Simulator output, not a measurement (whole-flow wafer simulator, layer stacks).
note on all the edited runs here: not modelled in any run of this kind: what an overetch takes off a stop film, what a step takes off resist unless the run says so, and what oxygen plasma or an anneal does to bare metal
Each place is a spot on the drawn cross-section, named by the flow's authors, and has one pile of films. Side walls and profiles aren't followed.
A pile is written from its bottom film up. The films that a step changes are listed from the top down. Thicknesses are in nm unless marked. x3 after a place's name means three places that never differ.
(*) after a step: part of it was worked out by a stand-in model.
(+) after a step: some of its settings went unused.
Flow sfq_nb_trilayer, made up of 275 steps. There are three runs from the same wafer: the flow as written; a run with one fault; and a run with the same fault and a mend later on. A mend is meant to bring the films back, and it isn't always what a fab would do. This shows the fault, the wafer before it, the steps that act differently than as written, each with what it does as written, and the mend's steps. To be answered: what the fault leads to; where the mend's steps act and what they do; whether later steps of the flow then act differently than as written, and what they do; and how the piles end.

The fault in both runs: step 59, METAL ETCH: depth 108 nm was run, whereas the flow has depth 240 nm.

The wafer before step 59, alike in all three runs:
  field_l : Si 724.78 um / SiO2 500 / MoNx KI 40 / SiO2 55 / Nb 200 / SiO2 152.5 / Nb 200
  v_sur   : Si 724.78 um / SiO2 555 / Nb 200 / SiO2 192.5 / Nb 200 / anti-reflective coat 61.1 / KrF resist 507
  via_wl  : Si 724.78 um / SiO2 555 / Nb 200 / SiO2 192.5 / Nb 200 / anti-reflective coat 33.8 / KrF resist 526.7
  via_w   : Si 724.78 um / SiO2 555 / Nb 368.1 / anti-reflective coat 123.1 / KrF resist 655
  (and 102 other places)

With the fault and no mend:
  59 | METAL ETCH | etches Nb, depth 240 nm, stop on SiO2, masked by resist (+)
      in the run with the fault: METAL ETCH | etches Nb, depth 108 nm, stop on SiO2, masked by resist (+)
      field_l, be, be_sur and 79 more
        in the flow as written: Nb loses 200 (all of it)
        in the run with the fault: Nb loses 108
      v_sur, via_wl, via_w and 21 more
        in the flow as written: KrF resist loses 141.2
        in the run with the fault: KrF resist loses 63.5
  Steps further on in the flow that do not act as written:
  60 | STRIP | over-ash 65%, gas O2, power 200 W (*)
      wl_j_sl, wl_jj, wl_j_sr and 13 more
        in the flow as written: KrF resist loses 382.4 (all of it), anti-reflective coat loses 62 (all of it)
        in the run with the fault: KrF resist loses 460 (all of it), anti-reflective coat loses 62 (all of it)
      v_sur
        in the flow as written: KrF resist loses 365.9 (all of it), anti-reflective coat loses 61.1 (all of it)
        in the run with the fault: KrF resist loses 443.5 (all of it), anti-reflective coat loses 61.1 (all of it)
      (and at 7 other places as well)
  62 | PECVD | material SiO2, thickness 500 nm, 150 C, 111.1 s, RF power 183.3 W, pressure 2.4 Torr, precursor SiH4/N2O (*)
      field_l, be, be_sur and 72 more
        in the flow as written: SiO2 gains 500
        in the run with the fault: SiO2 gains 500 (new film)
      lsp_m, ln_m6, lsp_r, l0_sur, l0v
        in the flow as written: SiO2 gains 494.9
        in the run with the fault: SiO2 gains 500 (new film)
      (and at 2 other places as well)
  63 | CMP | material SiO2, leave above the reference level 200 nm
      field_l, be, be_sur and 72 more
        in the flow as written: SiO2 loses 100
        in the run with the fault: SiO2 loses 192
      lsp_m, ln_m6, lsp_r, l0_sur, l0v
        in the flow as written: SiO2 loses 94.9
        in the run with the fault: SiO2 loses 192
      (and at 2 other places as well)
  At field_l, be, be_sur and 79 more, the piles at the end differ from the flow's by more than 2% or 0.5 nm, whichever is larger.
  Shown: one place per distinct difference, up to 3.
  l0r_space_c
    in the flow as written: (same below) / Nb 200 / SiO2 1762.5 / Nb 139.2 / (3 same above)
    in the run with the fault: (same below) / Nb 200 / SiO2 192.5 / Nb 92 / SiO2 1478 / Nb 139.2 / (3 same above)
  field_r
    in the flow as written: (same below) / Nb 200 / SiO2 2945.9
    in the run with the fault: (same below) / Nb 200 / SiO2 192.5 / Nb 92 / SiO2 2661.4
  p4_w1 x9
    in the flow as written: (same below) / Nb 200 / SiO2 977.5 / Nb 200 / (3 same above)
    in the run with the fault: (same below) / Nb 200 / SiO2 192.5 / Nb 92 / SiO2 693 / Nb 200 / (3 same above)

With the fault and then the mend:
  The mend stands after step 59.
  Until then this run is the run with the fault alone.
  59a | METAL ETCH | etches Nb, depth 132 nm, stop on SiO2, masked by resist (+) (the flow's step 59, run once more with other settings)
      field_l, be, be_sur and 79 more
        Nb loses 92 (all of it)
      v_sur, via_wl, via_w and 21 more
        KrF resist loses 77.6
  None of the later steps of the flow acts differently than as written at any place that is followed.
  By the end, the piles equal the flow's at every place that both follow.
